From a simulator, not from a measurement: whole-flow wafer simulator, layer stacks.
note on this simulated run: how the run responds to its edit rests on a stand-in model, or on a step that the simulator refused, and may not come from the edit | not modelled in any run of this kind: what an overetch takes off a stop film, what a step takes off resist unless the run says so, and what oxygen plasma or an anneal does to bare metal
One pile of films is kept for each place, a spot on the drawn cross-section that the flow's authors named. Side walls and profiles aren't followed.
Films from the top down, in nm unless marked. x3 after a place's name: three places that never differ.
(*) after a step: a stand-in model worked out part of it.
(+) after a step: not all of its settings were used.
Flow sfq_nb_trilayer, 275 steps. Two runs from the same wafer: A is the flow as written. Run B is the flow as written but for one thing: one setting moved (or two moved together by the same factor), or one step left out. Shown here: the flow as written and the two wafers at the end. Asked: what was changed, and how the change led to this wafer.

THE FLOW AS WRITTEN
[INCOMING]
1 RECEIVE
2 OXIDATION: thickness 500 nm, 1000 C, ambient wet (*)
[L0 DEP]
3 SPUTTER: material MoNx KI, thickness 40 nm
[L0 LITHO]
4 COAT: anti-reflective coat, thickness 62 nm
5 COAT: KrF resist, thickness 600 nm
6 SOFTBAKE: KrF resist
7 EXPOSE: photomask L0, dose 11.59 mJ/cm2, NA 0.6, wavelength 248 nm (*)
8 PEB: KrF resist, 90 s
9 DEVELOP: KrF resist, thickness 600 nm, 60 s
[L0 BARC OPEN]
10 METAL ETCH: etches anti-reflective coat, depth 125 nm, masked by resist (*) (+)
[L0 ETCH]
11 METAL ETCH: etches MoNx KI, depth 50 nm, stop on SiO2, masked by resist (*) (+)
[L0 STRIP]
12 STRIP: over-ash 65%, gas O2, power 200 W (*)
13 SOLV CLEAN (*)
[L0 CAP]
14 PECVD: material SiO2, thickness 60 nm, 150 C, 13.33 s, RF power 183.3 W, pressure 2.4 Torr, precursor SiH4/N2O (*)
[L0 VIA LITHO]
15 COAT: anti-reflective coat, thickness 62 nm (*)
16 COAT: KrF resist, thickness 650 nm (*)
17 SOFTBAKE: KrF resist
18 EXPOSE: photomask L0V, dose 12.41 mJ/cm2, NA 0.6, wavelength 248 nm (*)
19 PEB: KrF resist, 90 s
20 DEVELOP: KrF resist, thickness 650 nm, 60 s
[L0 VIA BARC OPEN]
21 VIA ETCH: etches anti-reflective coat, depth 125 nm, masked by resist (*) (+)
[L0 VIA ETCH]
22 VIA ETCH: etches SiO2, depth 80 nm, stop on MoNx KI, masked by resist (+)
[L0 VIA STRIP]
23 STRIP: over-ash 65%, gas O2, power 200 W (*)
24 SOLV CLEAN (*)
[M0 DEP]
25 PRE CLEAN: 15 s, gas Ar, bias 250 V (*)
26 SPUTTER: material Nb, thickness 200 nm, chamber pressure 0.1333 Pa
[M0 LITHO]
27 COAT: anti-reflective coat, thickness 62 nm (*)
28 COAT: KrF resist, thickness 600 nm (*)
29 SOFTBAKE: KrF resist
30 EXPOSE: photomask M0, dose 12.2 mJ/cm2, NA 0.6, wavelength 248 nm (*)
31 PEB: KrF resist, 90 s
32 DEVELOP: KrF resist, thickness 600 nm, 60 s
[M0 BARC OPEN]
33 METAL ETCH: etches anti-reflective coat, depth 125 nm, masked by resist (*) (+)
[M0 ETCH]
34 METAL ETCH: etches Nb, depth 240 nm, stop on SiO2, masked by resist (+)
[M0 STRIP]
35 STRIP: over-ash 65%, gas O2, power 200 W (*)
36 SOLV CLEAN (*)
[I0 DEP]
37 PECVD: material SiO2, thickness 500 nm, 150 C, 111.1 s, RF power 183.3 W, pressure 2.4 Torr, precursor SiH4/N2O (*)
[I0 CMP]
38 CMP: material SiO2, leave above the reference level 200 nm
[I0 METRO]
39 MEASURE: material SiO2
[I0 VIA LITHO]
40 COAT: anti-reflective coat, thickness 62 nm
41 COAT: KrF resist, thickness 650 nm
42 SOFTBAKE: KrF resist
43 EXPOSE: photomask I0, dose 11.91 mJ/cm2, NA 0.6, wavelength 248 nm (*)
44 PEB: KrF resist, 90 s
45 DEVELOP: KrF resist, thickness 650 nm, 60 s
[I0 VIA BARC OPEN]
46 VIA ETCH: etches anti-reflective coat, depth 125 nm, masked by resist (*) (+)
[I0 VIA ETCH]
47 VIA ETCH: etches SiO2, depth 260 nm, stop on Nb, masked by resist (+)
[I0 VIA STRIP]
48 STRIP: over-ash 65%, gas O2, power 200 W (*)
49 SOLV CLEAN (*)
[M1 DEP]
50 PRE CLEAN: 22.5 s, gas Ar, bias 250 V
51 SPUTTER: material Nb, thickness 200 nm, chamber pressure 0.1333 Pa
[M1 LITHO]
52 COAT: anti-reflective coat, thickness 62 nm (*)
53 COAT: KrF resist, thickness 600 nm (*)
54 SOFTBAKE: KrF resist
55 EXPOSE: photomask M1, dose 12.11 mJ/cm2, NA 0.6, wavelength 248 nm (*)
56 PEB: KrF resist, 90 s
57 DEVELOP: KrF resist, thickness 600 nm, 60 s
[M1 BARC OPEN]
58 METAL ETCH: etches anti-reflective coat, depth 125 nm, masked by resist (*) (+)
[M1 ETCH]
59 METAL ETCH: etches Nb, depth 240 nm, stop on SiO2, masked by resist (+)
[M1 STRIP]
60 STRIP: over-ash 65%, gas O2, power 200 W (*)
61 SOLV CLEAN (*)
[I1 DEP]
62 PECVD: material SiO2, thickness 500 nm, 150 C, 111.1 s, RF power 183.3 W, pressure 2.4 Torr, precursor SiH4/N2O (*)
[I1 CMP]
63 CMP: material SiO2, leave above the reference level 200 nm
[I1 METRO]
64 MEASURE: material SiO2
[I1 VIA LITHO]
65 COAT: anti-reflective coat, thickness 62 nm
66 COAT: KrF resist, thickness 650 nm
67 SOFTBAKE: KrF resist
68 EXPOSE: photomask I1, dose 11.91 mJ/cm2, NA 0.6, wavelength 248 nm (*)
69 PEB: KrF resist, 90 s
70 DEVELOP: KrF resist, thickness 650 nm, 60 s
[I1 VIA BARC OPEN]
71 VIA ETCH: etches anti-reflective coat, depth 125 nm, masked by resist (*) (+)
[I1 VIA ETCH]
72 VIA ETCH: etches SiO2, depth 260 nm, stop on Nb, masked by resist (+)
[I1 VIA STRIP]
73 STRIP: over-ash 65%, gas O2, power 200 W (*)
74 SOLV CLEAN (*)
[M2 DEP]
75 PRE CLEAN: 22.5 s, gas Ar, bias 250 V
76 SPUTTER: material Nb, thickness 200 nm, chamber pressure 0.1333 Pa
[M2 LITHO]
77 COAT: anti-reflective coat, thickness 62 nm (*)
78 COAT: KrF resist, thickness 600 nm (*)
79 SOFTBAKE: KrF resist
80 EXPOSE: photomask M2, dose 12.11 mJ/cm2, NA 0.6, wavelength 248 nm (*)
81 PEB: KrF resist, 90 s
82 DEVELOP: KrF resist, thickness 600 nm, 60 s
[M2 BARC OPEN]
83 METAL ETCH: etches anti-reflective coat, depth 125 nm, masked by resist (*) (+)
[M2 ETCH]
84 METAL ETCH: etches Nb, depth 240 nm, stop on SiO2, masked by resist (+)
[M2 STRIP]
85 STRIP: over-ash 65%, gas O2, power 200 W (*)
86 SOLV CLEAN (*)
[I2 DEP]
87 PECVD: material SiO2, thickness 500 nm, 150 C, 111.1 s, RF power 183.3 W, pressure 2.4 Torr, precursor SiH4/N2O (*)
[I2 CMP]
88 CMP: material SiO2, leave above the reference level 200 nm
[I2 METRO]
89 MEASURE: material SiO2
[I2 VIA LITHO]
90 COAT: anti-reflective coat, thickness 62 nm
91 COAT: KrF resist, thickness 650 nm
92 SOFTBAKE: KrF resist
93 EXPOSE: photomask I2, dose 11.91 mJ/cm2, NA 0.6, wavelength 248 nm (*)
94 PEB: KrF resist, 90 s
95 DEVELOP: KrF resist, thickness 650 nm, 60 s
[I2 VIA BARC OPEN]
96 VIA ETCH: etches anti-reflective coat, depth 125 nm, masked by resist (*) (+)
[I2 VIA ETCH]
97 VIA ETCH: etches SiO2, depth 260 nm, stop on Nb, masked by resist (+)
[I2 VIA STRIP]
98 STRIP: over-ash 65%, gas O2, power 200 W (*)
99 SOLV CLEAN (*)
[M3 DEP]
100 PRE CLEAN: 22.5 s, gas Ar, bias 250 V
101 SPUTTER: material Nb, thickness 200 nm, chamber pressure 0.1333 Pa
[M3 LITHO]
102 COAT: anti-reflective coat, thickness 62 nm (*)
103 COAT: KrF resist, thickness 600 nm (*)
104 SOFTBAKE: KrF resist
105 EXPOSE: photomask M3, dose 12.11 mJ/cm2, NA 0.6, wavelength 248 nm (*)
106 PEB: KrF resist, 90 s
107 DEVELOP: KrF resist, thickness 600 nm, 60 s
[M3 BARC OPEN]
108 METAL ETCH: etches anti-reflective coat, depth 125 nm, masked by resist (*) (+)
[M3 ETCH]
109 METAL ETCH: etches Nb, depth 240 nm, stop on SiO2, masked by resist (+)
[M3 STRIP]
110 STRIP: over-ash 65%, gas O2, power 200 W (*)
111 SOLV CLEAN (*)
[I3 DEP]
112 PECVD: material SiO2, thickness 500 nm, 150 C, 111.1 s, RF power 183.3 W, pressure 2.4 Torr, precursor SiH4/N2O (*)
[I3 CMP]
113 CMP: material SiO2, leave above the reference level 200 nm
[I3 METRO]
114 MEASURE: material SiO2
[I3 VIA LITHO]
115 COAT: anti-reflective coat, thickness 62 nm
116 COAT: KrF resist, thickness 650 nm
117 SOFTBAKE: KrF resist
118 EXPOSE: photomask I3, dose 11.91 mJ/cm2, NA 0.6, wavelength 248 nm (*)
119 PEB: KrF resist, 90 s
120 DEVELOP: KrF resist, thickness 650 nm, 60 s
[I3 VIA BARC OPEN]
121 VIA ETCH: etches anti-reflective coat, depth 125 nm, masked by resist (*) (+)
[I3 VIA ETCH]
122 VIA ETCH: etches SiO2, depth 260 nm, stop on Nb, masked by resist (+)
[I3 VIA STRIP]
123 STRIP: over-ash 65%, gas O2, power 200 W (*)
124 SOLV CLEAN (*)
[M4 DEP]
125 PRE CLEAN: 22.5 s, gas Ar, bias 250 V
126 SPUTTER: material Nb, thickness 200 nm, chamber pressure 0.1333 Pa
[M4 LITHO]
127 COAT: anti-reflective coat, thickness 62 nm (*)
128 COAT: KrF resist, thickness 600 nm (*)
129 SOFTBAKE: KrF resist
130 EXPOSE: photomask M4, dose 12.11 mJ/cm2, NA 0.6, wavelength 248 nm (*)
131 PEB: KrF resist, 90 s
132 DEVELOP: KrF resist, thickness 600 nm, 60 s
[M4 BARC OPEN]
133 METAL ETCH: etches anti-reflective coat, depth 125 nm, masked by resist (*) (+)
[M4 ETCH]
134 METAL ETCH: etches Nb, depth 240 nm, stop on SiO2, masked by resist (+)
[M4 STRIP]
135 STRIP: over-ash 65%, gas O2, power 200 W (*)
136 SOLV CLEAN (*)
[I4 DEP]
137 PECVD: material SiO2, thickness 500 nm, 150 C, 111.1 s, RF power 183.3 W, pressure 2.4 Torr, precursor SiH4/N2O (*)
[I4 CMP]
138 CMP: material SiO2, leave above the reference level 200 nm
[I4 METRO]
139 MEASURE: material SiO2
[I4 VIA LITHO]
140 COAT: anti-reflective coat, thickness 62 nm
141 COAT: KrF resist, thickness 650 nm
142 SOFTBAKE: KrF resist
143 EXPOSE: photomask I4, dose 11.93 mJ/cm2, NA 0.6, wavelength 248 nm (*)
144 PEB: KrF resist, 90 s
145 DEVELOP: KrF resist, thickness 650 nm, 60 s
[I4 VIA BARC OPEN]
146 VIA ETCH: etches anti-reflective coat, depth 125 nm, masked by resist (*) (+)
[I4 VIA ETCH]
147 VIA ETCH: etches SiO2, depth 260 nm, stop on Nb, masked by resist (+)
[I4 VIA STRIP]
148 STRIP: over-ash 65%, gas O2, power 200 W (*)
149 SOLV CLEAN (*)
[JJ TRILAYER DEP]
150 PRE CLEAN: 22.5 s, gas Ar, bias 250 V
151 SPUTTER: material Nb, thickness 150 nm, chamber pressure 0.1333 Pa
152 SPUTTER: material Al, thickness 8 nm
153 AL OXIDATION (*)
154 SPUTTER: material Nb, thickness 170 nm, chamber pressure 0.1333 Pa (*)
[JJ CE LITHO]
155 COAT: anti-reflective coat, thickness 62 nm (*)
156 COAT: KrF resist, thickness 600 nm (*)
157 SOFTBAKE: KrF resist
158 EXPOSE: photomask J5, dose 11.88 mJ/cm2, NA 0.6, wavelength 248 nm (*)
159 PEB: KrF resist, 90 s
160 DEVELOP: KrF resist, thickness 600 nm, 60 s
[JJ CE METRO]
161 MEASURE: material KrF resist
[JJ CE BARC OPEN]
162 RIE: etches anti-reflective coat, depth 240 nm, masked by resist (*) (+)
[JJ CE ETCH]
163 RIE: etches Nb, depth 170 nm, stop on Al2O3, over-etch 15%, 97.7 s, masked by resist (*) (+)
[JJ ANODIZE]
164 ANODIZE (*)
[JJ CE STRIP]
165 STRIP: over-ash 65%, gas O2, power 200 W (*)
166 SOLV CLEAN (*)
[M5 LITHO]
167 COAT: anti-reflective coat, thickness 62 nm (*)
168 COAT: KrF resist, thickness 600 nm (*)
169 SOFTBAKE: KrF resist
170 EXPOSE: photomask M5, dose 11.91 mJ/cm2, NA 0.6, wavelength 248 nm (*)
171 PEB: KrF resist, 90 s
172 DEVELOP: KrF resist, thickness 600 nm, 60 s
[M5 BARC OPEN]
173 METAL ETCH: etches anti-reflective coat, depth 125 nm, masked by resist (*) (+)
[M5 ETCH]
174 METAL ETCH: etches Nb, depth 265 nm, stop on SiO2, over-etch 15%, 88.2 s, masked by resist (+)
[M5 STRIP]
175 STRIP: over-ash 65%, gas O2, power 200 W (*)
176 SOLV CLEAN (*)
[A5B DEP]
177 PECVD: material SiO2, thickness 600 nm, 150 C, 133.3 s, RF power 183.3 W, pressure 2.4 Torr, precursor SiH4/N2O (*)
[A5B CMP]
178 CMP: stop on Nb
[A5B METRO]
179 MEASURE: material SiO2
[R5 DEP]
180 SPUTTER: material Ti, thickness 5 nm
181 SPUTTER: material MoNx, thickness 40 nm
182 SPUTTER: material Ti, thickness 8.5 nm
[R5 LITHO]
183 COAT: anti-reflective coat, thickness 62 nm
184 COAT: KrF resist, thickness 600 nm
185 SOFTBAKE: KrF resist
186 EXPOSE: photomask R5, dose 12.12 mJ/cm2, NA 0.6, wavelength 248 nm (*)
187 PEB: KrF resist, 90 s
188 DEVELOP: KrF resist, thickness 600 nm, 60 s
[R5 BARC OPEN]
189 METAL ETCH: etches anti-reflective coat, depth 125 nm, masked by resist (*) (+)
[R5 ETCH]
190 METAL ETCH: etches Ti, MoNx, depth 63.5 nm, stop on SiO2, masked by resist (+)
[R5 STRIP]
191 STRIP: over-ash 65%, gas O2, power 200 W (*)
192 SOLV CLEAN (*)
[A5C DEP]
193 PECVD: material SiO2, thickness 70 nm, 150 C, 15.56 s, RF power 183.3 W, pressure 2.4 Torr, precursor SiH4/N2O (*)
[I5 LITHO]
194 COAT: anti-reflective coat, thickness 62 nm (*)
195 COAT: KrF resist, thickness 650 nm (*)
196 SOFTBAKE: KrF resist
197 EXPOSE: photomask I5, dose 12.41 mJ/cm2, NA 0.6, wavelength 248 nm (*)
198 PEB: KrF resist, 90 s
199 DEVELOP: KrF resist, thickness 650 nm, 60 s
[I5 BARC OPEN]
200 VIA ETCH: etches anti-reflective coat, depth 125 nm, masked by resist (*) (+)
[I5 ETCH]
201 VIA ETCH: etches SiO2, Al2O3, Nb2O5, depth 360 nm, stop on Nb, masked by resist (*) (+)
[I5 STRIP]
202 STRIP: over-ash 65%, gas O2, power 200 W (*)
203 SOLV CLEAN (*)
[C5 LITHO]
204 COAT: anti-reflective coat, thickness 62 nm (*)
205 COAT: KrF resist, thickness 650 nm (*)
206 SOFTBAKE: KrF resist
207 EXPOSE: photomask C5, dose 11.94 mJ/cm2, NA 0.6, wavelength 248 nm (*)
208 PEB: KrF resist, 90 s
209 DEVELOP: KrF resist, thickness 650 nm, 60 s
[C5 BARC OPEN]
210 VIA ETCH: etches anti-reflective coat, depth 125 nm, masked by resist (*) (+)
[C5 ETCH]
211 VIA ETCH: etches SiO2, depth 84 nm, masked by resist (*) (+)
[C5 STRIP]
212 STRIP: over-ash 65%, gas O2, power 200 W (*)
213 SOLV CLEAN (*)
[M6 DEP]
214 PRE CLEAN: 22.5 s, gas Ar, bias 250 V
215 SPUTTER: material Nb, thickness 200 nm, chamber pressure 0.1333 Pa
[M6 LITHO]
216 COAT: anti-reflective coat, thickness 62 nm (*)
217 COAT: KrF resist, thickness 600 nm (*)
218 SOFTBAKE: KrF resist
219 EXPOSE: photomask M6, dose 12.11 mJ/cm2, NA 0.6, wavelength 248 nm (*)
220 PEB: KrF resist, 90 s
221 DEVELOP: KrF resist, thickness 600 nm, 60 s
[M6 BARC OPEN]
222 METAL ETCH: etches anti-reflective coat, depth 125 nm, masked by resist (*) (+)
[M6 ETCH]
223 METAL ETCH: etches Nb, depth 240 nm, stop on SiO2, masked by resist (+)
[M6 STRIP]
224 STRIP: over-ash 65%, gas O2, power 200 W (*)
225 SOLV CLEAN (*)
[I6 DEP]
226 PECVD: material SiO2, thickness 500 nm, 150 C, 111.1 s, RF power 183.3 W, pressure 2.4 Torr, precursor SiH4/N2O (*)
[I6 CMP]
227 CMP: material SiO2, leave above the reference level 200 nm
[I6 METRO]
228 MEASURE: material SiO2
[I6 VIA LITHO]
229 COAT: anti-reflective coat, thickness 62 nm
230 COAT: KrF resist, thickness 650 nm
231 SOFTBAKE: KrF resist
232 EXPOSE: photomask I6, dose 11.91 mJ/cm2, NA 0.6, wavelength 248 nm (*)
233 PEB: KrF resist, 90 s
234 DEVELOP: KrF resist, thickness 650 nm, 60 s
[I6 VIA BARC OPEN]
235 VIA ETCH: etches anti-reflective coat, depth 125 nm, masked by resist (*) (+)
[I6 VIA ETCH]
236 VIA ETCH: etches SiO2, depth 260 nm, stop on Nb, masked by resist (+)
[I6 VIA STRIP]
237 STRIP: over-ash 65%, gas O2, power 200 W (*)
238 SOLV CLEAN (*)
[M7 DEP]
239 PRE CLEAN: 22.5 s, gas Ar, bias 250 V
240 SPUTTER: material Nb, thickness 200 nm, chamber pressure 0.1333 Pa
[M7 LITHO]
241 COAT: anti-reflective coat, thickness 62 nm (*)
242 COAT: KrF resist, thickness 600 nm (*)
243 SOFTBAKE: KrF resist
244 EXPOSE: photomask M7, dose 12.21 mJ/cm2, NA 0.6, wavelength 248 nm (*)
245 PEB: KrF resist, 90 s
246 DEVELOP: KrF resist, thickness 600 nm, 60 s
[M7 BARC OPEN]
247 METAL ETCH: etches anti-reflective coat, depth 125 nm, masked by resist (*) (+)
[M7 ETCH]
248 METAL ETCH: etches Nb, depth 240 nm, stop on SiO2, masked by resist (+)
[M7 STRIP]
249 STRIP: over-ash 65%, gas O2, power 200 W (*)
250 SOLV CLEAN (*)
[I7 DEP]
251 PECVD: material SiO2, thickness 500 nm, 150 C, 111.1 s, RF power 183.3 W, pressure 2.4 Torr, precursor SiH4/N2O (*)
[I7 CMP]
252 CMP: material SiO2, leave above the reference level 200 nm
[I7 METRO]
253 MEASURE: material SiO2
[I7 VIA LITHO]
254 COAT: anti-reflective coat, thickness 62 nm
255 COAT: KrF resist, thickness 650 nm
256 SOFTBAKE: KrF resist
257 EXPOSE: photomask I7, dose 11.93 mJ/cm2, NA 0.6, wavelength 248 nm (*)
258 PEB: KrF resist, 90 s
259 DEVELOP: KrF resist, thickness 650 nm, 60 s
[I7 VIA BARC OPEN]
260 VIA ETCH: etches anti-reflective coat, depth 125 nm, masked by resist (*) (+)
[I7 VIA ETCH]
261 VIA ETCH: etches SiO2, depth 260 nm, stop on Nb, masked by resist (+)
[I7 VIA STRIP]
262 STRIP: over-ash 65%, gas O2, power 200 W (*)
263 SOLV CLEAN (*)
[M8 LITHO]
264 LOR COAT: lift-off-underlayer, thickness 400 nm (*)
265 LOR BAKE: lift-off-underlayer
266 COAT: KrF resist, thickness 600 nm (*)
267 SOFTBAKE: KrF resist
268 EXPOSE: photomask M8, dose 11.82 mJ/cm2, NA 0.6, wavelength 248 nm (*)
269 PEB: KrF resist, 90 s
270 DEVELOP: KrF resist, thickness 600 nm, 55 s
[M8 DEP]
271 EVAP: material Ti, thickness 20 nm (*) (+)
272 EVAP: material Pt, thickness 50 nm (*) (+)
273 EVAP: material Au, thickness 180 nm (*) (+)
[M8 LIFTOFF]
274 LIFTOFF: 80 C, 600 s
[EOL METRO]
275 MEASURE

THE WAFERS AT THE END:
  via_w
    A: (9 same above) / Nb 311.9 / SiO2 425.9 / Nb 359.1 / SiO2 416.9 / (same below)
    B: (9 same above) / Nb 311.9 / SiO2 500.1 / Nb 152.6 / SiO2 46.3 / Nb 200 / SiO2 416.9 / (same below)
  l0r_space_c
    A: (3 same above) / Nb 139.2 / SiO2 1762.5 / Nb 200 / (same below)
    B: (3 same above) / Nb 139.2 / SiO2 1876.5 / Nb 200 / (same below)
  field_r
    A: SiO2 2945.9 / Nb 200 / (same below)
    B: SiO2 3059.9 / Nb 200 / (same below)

The cause: step 88, CMP: leave above the reference level 314 nm was run, where the flow has leave above the reference level 200 nm.

How the change led to this, step by step:
  88 CMP: material SiO2, leave above the reference level 200 nm
      field_l, be, be_sur and 81 more: A SiO2 -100 | B nothing
      v_sur, via_wl, via_w and 18 more: A SiO2 -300 | B SiO2 -186
      (and at 1 more place)
  90 COAT: anti-reflective coat, thickness 62 nm
      m0r_space_l, m0r_space_r, m6r_space_l x2, m7r_space_l, m7r_space_r: A anti-reflective coat +62 (new film) | B anti-reflective coat +64 (new film)
      field_l, r5r_line_c: A anti-reflective coat +62 (new film) | B anti-reflective coat +64.2 (new film)
      (and at 19 more places)
  97 VIA ETCH: etches SiO2, depth 260 nm, stop on Nb, masked by resist (+)
      via_w: A SiO2 -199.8 (all of it) | B SiO2 -260
  98 STRIP: over-ash 65%, gas O2, power 200 W (*)
      m0r_space_l, m0r_space_r, m6r_space_l x2, m7r_space_l, m7r_space_r: A KrF resist -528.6 (all of it), anti-reflective coat -62 (all of it) | B KrF resist -530.9 (all of it), anti-reflective coat -64 (all of it)
      m5r_linepad_l, m5r_linepad_r: A KrF resist -528.6 (all of it), anti-reflective coat -62 (all of it) | B KrF resist -526.6 (all of it), anti-reflective coat -68.4 (all of it)
      (and at 19 more places)
  100 PRE CLEAN: 22.5 s, gas Ar, bias 250 V
      via_w: A Nb -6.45 | B SiO2 -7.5
  101 SPUTTER: material Nb, thickness 200 nm, chamber pressure 0.1333 Pa
      via_w: A Nb +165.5 | B Nb +152.6 (new film)
  102 COAT: anti-reflective coat, thickness 62 nm (*)
      wl_g_sr, m0r_space_l, m0r_space_r, m6r_space_l x2, m7r_space_l, m7r_space_r: A anti-reflective coat +62 (new film) | B anti-reflective coat +63.8 (new film)
      p3_s0, r5r_line_c: A anti-reflective coat +62 (new film) | B anti-reflective coat +63.6 (new film)
      (and at 20 more places)
  103 COAT: KrF resist, thickness 600 nm (*)
      via_w: A KrF resist +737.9 (new film) | B KrF resist +790.2 (new film)
  108 METAL ETCH: etches anti-reflective coat, depth 125 nm, masked by resist (*) (+)
      wl_g_sr, m0r_space_l, m0r_space_r, m6r_space_l x2, m7r_space_l, m7r_space_r: A anti-reflective coat -62 (all of it) | B anti-reflective coat -63.8 (all of it)
      p3_s0, r5r_line_c: A anti-reflective coat -62 (all of it) | B anti-reflective coat -63.6 (all of it)
      (and at 11 more places)
  110 STRIP: over-ash 65%, gas O2, power 200 W (*)
      v_sur: A KrF resist -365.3 (all of it), anti-reflective coat -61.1 (all of it) | B KrF resist -357 (all of it), anti-reflective coat -53 (all of it)
      via_wl: A KrF resist -384.2 (all of it), anti-reflective coat -34.2 (all of it) | B KrF resist -377.1 (all of it), anti-reflective coat -22.8 (all of it)
      (and at 8 more places)
  112 PECVD: material SiO2, thickness 500 nm, 150 C, 111.1 s, RF power 183.3 W, pressure 2.4 Torr, precursor SiH4/N2O (*)
      via_w: A SiO2 +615 (new film) | B SiO2 +664.6 (new film)
  113 CMP: material SiO2, leave above the reference level 200 nm
      field_l, be, be_sur and 64 more: A SiO2 -100 | B SiO2 -86
      p4_w1, p4_w2, p4_w3 and 6 more: A SiO2 -300 | B SiO2 -286
      (and at 9 more places)
Counting metal films that touch as one body, via_w has 6 bodies (between them, from the top down: SiO2 192.5; SiO2 427.3 / Al2O3 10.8 / Nb2O5 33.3; SiO2 500.1; SiO2 46.3; SiO2 416.9); the flow as written gives 5 bodies (between them, from the top down: SiO2 192.5; SiO2 427.3 / Al2O3 10.8 / Nb2O5 33.3; SiO2 425.9; SiO2 416.9).
